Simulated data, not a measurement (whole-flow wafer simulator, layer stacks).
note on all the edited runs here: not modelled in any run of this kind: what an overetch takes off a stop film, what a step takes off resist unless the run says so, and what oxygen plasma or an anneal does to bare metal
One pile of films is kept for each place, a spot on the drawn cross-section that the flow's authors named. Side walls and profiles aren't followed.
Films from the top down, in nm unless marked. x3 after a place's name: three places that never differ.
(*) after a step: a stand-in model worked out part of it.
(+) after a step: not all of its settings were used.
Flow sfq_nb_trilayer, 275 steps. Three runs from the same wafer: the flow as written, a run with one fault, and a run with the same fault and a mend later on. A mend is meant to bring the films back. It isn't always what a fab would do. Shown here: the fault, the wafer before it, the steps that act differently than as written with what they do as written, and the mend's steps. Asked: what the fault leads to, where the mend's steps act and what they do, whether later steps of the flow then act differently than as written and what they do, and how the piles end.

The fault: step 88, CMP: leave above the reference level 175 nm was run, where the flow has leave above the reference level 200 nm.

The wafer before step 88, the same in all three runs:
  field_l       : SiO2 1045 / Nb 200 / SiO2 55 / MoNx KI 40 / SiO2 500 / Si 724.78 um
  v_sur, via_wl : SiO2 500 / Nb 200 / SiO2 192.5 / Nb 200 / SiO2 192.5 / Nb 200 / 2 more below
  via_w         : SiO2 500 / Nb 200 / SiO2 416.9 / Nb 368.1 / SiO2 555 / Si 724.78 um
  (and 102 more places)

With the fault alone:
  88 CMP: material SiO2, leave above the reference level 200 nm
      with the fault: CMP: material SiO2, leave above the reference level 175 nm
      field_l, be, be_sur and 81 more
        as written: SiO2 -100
        with the fault: SiO2 -125
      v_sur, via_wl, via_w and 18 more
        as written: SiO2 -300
        with the fault: SiO2 -325
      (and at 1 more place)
  Later steps of the flow that act differently than as written (3 more steps differ only slightly, by at most 2% or 0.5 nm, whichever is larger, and aren't shown):
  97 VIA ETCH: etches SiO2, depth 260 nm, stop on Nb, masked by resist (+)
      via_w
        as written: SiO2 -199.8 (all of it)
        with the fault: SiO2 -174.8 (all of it)
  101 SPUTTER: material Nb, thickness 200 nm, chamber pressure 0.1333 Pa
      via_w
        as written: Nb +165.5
        with the fault: Nb +171
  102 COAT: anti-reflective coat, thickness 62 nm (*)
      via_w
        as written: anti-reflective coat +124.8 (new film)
        with the fault: anti-reflective coat +119.2 (new film)
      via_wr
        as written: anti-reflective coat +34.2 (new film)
        with the fault: anti-reflective coat +35.5 (new film)
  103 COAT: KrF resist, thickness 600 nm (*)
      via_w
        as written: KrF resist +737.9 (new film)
        with the fault: KrF resist +717.1 (new film)
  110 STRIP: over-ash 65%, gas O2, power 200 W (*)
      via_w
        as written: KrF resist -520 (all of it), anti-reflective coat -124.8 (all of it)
        with the fault: KrF resist -499.2 (all of it), anti-reflective coat -119.2 (all of it)
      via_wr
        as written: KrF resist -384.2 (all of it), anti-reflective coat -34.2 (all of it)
        with the fault: KrF resist -386.1 (all of it), anti-reflective coat -35.5 (all of it)
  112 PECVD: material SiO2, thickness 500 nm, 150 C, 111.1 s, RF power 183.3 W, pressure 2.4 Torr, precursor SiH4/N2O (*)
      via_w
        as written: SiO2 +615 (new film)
        with the fault: SiO2 +584.6 (new film)
  At the end the piles differ from the flow's by more than 2% or 0.5 nm, whichever is larger, at v_sur, via_wl, via_w and 29 more.
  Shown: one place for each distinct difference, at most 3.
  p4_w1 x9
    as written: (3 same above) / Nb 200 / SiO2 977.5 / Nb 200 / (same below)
    with the fault: (3 same above) / Nb 200 / SiO2 952.5 / Nb 200 / (same below)
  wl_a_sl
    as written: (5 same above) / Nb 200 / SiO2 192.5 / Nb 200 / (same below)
    with the fault: (5 same above) / Nb 200 / SiO2 167.5 / Nb 200 / (same below)
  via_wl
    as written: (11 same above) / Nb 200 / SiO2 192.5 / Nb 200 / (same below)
    with the fault: (11 same above) / Nb 200 / SiO2 167.5 / Nb 200 / (same below)

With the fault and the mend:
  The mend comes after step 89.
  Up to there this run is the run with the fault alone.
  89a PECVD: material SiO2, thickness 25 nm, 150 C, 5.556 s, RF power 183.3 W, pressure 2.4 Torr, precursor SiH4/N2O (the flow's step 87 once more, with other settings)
      field_l, v_sur, via_wl and 103 more
        SiO2 +25
  No later step of the flow acts differently than as written, at any place that is followed, by more than 2% or 0.5 nm, whichever is larger.
  At the end the piles are the same as the flow's at every place that both follow.
